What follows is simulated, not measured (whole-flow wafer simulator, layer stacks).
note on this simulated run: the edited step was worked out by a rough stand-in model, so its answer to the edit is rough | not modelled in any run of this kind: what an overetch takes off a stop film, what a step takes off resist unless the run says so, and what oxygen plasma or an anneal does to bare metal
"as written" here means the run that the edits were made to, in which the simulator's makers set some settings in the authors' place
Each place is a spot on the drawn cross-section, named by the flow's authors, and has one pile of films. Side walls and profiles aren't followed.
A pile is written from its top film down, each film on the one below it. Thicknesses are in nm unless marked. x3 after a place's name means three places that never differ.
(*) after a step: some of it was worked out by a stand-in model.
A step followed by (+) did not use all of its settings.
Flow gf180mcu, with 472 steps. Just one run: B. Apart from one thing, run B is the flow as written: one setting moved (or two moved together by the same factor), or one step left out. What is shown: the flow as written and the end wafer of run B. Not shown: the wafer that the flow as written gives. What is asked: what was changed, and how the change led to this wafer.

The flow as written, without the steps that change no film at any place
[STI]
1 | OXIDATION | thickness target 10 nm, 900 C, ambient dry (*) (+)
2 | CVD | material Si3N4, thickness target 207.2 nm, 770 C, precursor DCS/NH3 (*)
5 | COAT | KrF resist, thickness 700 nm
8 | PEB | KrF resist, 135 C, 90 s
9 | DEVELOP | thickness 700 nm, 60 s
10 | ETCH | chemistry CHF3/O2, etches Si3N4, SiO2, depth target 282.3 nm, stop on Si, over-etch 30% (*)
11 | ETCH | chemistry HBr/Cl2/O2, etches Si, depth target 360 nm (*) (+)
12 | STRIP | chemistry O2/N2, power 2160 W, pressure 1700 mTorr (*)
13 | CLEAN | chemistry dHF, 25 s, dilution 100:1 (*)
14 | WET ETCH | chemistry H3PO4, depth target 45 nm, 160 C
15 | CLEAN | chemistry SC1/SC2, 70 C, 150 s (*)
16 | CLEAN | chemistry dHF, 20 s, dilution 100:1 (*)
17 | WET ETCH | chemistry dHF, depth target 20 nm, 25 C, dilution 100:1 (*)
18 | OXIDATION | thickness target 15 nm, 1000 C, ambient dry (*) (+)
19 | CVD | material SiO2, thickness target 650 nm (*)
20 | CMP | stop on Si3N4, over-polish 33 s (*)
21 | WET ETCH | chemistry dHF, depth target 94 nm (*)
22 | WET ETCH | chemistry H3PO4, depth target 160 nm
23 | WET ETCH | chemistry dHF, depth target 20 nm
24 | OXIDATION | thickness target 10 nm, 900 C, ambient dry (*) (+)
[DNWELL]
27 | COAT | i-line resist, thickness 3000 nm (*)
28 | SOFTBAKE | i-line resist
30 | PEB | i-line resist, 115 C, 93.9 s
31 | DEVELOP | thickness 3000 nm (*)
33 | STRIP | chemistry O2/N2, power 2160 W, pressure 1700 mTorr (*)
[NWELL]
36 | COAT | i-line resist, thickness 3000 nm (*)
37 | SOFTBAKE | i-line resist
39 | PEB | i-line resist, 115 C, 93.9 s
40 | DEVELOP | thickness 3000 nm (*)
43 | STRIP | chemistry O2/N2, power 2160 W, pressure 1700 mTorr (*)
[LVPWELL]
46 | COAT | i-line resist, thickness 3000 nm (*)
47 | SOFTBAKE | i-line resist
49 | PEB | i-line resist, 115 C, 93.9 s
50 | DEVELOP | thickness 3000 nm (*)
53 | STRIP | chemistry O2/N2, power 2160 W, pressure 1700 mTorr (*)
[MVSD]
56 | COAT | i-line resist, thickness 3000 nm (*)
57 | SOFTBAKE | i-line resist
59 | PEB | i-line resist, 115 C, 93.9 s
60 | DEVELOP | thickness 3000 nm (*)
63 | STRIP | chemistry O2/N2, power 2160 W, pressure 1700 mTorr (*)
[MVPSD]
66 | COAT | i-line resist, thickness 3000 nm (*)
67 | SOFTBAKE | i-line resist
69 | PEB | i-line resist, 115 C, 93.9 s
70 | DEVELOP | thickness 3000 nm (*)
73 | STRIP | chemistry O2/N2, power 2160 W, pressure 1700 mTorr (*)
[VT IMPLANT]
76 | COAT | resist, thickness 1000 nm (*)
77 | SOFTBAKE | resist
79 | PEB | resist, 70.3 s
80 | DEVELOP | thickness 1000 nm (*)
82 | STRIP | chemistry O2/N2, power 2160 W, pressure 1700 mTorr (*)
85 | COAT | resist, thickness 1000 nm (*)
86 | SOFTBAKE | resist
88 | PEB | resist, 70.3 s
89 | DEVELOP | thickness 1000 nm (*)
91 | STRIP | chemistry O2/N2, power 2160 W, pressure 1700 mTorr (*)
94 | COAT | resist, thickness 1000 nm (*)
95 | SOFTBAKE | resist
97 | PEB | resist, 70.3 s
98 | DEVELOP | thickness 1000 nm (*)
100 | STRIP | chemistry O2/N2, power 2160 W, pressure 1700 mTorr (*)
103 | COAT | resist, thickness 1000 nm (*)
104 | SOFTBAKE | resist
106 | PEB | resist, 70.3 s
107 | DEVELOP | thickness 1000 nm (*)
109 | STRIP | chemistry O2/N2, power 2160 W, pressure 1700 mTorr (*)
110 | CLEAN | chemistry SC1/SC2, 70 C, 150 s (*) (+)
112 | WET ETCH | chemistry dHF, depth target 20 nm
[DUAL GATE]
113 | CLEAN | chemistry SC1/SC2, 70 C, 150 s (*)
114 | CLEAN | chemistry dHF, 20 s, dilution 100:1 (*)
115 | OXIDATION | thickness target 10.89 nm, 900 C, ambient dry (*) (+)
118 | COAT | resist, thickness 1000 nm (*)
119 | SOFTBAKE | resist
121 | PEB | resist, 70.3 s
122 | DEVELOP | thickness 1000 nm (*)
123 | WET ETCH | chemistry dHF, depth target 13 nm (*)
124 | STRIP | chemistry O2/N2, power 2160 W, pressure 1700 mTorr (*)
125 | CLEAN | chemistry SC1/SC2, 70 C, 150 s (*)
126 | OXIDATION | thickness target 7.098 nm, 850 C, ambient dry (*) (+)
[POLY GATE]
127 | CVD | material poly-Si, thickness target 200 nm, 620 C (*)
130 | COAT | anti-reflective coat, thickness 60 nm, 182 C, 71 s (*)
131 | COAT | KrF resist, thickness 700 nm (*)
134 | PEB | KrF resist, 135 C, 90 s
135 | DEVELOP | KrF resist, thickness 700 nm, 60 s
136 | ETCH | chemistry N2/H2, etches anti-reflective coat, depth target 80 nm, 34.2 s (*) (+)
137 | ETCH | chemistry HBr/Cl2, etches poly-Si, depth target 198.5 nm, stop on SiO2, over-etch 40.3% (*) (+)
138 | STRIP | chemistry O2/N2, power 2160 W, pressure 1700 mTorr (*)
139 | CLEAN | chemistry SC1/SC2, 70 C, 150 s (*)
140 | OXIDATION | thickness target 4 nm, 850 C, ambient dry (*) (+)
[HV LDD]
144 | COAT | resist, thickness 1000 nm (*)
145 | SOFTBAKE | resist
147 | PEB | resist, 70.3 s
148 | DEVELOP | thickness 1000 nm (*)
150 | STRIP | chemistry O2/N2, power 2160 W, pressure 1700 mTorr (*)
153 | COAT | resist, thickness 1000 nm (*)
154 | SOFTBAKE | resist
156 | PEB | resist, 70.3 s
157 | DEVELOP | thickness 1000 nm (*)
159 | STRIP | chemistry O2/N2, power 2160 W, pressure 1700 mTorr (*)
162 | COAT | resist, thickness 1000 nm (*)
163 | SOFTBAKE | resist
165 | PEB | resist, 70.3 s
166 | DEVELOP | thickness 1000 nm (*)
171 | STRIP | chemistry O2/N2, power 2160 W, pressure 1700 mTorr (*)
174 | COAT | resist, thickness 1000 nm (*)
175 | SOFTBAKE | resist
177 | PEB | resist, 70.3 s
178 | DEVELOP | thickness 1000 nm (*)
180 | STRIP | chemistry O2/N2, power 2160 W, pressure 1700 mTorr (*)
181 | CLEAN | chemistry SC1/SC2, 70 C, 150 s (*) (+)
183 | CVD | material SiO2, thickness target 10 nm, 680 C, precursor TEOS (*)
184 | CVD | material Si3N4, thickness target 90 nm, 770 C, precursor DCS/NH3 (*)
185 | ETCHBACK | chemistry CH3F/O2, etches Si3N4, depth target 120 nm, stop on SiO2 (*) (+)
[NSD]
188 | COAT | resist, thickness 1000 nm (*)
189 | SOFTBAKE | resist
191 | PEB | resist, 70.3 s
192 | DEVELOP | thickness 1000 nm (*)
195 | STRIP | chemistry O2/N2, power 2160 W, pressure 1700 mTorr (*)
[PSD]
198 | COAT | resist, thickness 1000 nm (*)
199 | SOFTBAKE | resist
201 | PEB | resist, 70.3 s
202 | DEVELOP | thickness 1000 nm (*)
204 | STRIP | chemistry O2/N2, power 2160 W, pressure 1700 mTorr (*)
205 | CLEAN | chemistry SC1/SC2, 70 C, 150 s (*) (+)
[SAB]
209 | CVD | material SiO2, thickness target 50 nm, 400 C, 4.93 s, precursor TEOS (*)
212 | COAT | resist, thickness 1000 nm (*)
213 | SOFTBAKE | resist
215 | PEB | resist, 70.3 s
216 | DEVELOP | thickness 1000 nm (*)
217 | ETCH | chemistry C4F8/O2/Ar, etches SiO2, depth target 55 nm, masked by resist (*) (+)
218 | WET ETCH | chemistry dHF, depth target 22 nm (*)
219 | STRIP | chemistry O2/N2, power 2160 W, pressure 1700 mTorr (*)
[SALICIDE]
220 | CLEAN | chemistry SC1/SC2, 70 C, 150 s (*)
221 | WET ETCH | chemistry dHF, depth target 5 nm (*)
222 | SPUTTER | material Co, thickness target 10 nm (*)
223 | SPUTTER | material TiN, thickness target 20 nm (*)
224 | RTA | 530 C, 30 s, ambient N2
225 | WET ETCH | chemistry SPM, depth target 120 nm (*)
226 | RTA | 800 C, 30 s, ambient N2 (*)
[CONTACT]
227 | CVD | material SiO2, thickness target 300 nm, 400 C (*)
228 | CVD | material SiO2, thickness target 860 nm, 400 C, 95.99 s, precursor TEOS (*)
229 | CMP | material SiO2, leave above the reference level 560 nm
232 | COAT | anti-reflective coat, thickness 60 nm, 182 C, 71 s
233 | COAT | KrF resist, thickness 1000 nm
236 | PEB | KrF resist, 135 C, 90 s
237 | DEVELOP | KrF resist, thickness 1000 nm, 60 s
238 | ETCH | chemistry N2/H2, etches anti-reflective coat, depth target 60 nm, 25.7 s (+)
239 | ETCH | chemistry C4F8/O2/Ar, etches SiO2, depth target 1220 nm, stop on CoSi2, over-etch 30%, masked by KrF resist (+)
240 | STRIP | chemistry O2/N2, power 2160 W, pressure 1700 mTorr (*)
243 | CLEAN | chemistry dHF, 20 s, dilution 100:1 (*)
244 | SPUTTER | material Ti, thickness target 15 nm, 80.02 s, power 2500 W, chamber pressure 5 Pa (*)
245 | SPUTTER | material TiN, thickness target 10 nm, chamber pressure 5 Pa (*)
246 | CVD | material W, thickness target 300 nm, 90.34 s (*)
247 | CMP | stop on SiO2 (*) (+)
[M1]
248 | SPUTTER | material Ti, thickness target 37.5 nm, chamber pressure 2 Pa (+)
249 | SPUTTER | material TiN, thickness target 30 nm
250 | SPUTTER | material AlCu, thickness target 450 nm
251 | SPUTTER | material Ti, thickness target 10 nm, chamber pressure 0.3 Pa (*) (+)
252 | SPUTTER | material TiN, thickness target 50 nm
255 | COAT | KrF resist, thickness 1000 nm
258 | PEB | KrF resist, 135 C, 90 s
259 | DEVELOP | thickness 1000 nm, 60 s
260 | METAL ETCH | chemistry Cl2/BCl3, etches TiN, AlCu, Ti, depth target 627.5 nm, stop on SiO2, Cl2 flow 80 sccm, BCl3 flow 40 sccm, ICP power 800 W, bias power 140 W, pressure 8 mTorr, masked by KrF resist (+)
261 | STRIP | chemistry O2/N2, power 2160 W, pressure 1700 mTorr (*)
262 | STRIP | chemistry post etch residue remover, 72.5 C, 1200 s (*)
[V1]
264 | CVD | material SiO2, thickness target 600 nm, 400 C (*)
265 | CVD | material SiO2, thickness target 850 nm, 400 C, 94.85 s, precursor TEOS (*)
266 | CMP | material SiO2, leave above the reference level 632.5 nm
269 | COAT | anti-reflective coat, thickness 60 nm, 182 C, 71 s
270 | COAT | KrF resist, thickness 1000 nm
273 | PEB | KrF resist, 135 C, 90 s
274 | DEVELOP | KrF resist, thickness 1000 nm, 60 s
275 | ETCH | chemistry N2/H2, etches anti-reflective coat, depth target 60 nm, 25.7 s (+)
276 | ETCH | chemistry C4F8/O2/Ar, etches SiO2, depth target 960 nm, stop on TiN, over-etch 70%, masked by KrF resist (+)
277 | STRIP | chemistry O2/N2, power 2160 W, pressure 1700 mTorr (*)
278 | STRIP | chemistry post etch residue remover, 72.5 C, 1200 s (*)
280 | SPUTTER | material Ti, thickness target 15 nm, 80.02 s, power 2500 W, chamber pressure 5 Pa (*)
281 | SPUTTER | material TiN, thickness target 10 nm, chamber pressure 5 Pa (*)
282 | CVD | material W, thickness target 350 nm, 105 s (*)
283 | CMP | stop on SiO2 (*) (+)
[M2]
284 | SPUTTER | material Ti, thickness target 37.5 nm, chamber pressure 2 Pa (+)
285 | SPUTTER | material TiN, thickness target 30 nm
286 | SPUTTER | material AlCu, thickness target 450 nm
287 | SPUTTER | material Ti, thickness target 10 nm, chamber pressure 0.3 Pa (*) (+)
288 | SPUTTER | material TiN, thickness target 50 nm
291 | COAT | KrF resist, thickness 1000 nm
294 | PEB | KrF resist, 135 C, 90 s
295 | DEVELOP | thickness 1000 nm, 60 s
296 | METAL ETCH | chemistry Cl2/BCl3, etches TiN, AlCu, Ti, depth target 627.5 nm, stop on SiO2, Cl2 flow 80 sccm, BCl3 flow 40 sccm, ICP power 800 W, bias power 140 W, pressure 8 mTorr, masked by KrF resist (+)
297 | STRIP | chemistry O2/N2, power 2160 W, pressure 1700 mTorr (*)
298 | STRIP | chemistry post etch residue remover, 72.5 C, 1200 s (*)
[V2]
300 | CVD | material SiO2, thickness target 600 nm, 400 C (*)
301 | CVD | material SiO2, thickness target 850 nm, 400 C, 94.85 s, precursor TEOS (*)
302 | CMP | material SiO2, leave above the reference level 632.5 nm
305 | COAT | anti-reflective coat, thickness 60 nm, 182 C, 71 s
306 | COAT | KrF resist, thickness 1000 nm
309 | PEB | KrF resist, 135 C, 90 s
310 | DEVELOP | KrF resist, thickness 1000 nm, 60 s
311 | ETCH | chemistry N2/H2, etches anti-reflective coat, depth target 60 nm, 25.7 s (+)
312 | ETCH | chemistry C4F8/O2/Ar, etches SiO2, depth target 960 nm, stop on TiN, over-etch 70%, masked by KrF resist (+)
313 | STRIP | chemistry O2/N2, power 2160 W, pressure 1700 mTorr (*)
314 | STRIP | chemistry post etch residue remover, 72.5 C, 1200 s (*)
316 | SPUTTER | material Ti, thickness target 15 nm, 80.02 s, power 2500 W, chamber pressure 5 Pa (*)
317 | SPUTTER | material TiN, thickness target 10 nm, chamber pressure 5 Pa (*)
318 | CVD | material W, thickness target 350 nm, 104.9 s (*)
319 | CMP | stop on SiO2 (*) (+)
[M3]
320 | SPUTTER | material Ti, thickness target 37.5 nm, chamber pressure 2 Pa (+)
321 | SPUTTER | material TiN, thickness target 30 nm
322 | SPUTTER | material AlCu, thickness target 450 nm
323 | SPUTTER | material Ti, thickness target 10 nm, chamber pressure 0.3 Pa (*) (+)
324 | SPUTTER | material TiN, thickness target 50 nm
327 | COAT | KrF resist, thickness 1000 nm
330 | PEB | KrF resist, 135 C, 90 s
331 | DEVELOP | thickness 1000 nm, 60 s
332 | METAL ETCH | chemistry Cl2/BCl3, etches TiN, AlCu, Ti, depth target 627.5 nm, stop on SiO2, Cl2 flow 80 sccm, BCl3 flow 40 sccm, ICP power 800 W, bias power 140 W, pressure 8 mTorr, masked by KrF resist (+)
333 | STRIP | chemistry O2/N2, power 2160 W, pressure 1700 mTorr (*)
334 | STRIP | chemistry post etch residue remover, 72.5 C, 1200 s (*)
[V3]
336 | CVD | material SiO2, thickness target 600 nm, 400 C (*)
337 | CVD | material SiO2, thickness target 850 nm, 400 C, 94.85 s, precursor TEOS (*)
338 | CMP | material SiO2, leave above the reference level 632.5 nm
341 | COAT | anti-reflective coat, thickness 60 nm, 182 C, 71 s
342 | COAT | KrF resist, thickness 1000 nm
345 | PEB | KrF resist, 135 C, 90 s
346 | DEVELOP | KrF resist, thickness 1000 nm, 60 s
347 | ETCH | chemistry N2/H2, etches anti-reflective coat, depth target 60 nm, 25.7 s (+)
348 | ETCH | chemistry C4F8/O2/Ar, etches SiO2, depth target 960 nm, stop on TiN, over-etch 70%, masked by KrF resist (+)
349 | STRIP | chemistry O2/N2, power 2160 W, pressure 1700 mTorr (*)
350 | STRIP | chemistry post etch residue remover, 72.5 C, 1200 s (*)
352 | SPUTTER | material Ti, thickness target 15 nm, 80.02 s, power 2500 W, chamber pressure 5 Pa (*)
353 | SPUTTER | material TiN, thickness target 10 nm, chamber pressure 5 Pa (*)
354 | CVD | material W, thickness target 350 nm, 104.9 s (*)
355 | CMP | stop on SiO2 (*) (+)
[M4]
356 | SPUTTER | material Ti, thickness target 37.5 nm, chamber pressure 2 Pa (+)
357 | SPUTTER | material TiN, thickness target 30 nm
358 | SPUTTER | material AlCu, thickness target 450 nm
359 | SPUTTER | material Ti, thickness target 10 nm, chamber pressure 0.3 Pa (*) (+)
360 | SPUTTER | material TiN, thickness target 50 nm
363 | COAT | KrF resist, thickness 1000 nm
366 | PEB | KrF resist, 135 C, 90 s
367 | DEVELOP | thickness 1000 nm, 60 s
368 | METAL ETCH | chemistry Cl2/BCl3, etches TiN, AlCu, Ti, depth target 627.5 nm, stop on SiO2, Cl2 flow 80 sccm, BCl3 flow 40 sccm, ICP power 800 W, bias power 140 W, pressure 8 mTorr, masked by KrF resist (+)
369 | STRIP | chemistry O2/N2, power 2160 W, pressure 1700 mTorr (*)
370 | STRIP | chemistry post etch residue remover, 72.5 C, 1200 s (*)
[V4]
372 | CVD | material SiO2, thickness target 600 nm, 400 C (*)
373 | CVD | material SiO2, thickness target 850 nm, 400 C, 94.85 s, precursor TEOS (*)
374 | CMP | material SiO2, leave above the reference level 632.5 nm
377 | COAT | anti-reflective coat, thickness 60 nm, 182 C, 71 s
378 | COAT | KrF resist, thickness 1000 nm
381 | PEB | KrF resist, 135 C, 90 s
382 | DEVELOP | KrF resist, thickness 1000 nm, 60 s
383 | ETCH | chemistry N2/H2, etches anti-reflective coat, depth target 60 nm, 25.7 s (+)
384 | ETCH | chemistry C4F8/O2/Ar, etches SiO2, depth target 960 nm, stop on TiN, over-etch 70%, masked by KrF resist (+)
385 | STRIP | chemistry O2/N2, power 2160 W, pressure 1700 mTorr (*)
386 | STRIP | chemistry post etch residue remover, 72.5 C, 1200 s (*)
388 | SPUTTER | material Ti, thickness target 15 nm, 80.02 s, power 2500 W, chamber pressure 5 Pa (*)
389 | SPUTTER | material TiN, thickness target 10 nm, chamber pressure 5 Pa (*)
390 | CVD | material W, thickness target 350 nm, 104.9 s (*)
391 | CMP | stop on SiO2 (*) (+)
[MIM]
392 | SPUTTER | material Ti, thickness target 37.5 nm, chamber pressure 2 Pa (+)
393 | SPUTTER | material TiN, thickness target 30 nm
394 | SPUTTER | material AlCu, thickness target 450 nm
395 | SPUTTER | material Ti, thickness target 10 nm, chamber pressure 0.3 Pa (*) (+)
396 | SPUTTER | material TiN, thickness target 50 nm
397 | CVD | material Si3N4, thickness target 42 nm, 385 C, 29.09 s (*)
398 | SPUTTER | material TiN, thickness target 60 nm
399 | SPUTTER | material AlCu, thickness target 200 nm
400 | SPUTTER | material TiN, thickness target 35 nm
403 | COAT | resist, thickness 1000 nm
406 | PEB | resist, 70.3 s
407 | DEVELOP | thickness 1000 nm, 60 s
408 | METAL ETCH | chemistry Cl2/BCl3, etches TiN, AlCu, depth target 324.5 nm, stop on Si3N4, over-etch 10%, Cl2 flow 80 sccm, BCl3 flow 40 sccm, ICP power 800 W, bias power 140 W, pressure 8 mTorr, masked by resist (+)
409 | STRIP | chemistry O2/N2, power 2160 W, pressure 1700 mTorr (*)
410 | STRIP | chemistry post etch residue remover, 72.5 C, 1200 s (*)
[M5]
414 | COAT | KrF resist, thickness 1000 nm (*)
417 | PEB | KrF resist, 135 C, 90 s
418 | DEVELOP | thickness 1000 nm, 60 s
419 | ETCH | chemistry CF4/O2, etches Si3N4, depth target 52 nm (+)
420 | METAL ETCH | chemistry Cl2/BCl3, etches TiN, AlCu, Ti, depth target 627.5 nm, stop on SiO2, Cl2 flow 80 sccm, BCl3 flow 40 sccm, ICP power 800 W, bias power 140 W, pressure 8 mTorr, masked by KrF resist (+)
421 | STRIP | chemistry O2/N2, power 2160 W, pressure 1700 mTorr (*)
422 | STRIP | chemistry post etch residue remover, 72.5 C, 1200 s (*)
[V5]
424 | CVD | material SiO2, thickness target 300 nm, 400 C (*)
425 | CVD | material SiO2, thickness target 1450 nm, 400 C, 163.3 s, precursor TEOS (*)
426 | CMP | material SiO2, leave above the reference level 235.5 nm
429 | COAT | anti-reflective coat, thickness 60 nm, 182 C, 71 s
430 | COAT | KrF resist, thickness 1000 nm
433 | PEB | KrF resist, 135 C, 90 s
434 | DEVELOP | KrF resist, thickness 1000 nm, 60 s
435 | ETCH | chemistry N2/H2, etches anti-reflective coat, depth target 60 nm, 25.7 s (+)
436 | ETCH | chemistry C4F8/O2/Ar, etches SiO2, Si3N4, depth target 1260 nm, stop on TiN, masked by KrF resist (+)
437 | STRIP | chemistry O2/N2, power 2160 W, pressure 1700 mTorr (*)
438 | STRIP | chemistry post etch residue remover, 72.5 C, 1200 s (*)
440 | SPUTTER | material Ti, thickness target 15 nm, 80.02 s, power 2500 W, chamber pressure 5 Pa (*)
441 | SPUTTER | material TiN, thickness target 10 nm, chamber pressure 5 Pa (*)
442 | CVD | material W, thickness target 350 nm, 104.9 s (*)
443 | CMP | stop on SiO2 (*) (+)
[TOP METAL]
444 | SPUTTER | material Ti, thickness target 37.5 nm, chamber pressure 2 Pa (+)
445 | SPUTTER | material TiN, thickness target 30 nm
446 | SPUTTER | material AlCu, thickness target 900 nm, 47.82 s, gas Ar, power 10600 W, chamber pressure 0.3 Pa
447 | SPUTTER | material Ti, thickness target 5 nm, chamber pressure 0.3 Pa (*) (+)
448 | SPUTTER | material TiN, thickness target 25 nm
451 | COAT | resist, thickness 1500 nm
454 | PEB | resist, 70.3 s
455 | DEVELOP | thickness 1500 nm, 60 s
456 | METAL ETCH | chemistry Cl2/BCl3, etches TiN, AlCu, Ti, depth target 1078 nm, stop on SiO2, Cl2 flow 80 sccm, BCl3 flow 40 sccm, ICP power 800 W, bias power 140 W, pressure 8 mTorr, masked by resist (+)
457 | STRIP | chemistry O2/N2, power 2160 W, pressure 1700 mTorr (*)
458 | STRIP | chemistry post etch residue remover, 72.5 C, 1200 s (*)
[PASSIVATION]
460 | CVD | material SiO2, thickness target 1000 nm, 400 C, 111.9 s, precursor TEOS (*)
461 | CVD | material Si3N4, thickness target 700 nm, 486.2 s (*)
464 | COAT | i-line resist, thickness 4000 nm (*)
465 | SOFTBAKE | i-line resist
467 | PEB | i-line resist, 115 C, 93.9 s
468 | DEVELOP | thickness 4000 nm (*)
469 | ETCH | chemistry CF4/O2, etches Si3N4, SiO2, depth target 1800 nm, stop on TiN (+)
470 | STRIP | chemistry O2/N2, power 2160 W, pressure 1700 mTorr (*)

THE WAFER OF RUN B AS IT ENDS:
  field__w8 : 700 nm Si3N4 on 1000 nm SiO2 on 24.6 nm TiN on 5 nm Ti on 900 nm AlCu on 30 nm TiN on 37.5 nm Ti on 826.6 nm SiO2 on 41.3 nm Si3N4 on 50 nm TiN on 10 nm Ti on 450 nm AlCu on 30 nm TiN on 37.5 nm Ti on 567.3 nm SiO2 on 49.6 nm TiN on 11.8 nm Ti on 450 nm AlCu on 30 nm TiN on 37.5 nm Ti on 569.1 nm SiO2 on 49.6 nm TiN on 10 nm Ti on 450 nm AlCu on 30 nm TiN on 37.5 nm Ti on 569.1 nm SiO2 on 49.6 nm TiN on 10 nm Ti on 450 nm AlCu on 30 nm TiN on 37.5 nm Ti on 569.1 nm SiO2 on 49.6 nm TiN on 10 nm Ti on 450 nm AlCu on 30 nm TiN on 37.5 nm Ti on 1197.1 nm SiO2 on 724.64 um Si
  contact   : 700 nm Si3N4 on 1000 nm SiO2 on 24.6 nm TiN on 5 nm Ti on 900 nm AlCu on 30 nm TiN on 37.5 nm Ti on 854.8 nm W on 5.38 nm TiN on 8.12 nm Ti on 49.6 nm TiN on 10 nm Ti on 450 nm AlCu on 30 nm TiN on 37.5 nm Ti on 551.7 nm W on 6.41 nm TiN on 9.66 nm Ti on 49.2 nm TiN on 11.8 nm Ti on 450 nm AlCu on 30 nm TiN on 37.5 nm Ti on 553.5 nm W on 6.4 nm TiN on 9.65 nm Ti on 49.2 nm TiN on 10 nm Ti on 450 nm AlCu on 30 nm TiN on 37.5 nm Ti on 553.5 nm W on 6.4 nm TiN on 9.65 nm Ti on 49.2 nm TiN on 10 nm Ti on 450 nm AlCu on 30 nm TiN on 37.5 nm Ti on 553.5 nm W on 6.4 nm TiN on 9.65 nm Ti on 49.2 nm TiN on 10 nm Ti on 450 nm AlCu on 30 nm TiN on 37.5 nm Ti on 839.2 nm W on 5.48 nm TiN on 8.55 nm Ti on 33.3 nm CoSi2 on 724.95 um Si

Cause: step 359, SPUTTER: thickness target 11.8 nm was run, while the flow as written has thickness target 10 nm.
The wafer itself shows it: field__w8 has Ti 11.8, and step 359 as written asks for 10 nm.

Step by step, how the change led to this:
  359 | SPUTTER | material Ti, thickness target 10 nm, chamber pressure 0.3 Pa (*) (+)
      field, field__w1, field__w2 and 108 more: Ti gains 11.8 (new film) (it would be, as written: Ti gains 10 (new film))
  368 | METAL ETCH | chemistry Cl2/BCl3, etches TiN, AlCu, Ti, depth target 627.5 nm, stop on SiO2, Cl2 flow 80 sccm, BCl3 flow 40 sccm, ICP power 800 W, bias power 140 W, pressure 8 mTorr, masked by KrF resist (+)
      field, field__w1, field__w2 and 103 more: TiN loses 50 (all of it), Ti loses 11.8 (all of it), AlCu loses 450 (all of it), TiN loses 30 (all of it), Ti loses 37.5 (all of it) (it would be, as written: TiN loses 50 (all of it), Ti loses 10 (all of it), AlCu loses 450 (all of it), TiN loses 30 (all of it), Ti loses 37.5 (all of it))
